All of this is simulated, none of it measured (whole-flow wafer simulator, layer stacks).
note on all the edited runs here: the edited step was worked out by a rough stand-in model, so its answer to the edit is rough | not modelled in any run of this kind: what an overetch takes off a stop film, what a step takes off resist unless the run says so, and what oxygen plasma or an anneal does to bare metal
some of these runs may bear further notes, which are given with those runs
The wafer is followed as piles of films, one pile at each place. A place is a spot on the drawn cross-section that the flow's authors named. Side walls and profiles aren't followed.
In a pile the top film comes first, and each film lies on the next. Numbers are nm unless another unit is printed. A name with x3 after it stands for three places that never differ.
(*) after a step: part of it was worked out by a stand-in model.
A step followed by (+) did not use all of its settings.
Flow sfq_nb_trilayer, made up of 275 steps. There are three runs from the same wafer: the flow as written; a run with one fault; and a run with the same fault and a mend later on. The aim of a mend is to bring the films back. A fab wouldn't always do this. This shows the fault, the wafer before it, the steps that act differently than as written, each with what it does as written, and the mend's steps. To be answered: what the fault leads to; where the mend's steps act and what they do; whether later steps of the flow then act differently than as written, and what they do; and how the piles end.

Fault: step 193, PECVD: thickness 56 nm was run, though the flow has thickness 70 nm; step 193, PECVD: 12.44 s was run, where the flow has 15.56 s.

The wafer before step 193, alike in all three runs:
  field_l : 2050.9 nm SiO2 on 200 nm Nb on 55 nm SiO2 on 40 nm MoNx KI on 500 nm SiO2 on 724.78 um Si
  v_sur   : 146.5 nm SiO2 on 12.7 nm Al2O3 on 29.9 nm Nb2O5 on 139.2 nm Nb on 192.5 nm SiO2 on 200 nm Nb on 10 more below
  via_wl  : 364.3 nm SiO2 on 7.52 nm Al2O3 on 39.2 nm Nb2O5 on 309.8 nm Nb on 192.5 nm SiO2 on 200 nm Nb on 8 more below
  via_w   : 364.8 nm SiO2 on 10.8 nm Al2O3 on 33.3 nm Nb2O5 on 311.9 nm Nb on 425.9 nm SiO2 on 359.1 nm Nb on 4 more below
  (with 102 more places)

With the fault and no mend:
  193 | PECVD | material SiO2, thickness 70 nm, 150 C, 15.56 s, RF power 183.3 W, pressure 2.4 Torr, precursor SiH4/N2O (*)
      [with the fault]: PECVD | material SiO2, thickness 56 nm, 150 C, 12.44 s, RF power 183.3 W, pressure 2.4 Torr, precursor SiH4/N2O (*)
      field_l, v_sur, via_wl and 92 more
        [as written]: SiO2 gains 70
        [with the fault]: SiO2 gains 56
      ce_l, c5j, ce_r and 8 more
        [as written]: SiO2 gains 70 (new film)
        [with the fault]: SiO2 gains 56 (new film)
  Later steps of the flow acting differently than as written (13 more steps, not shown, differ only slightly: by at most 2% or 0.5 nm, whichever is larger):
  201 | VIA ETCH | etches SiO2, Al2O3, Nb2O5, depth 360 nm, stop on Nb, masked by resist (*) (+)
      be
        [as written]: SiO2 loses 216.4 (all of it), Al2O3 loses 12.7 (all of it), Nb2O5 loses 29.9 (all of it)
        [with the fault]: SiO2 loses 202.4 (all of it), Al2O3 loses 12.7 (all of it), Nb2O5 loses 29.9 (all of it)
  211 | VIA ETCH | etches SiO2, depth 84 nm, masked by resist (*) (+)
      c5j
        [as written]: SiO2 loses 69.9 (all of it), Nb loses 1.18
        [with the fault]: SiO2 loses 55.9 (all of it), Nb loses 2.32
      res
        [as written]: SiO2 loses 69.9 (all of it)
        [with the fault]: SiO2 loses 55.9 (all of it)
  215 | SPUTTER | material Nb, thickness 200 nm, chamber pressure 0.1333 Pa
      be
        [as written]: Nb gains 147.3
        [with the fault]: Nb gains 150.5
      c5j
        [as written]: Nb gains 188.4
        [with the fault]: Nb gains 192.6
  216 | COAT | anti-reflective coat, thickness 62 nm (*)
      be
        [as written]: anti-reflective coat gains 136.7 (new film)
        [with the fault]: anti-reflective coat gains 133.7 (new film)
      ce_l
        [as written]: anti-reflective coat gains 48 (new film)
        [with the fault]: anti-reflective coat gains 51.5 (new film)
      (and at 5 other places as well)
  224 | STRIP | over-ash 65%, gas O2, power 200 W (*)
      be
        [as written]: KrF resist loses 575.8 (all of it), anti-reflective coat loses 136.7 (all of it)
        [with the fault]: KrF resist loses 564.1 (all of it), anti-reflective coat loses 133.7 (all of it)
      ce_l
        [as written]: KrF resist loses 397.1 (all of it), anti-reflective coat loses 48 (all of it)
        [with the fault]: KrF resist loses 395.3 (all of it), anti-reflective coat loses 51.5 (all of it)
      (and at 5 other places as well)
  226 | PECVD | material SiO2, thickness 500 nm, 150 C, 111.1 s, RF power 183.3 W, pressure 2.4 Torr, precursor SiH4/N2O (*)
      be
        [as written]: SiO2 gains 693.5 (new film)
        [with the fault]: SiO2 gains 676.3 (new film)
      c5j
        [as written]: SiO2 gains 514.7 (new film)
        [with the fault]: SiO2 gains 500 (new film)
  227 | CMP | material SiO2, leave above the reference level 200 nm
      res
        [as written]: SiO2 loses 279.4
        [with the fault]: SiO2 loses 296.1
  The piles end different from the flow's at v_sur, via_wl, via_w and 29 more by more than 2% or 0.5 nm, whichever is larger.
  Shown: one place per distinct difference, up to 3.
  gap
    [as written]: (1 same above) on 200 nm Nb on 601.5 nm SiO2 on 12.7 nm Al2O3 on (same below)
    [with the fault]: (1 same above) on 200 nm Nb on 587.5 nm SiO2 on 12.7 nm Al2O3 on (same below)
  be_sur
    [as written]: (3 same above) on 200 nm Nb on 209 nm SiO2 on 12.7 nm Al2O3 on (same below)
    [with the fault]: (3 same above) on 200 nm Nb on 195 nm SiO2 on 12.7 nm Al2O3 on (same below)
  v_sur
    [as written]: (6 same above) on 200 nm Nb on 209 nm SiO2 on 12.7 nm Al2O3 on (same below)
    [with the fault]: (6 same above) on 200 nm Nb on 195 nm SiO2 on 12.7 nm Al2O3 on (same below)

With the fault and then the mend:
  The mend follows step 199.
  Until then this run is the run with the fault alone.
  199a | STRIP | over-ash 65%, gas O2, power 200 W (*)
      p4_fl x3, p4_w1 x9, p4_g1 x2 and 33 more
        KrF resist loses 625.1 (all of it), anti-reflective coat loses 62 (all of it)
      wl_b_m5, wl_b_sr, wl_c_sl and 12 more
        KrF resist loses 625 (all of it), anti-reflective coat loses 62 (all of it)
      v_sur, via_wl, via_w
        KrF resist loses 625.7 (all of it), anti-reflective coat loses 62.2 (all of it)
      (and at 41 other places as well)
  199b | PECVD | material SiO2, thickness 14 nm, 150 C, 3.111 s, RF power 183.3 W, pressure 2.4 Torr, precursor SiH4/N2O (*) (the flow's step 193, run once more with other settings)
      field_l, v_sur, via_wl and 103 more
        SiO2 gains 14
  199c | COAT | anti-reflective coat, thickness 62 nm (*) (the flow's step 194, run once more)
      p4_fl x3, p4_w1 x9, p4_g1 x2 and 50 more
        anti-reflective coat gains 62 (new film)
      via_wr, via_sp, via_v, wire, lsp_r, l0_sur, l0v
        anti-reflective coat gains 62.3 (new film)
      be, be_sur, gap, lsp_m, ln_m6
        anti-reflective coat gains 62.4 (new film)
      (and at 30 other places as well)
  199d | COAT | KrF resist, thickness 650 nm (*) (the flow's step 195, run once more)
      p4_fl x3, p4_w1 x9, p4_g1 x2 and 33 more
        KrF resist gains 650 (new film)
      wl_b_m5, wl_b_sr, wl_c_sl and 12 more
        KrF resist gains 649.9 (new film)
      v_sur, via_wl, via_w
        KrF resist gains 650.6 (new film)
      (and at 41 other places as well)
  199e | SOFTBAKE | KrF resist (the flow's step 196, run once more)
      leaves every film unchanged at each place that is followed
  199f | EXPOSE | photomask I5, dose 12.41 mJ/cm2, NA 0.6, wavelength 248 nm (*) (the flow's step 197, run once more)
      leaves every film unchanged at each place that is followed
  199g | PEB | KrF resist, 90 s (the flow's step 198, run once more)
      field_l, v_sur, via_wl and 87 more
        KrF resist loses 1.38
      jj_sur, ce_l, sp_r, moat, field_r, wl_jj
        KrF resist loses 1.39
      be_r, r_sur, res, r_end
        KrF resist loses 1.33
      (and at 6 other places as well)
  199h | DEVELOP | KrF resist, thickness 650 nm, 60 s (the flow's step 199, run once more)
      field_l, v_sur, via_wl and 102 more
        KrF resist loses 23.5
      be
        KrF resist loses 649.8 (all of it)
  Every later step of the flow that is run acts as written, at every place that is followed, to within 2% or 0.5 nm, whichever is larger.
  By the end, the piles equal the flow's at every place that both follow.
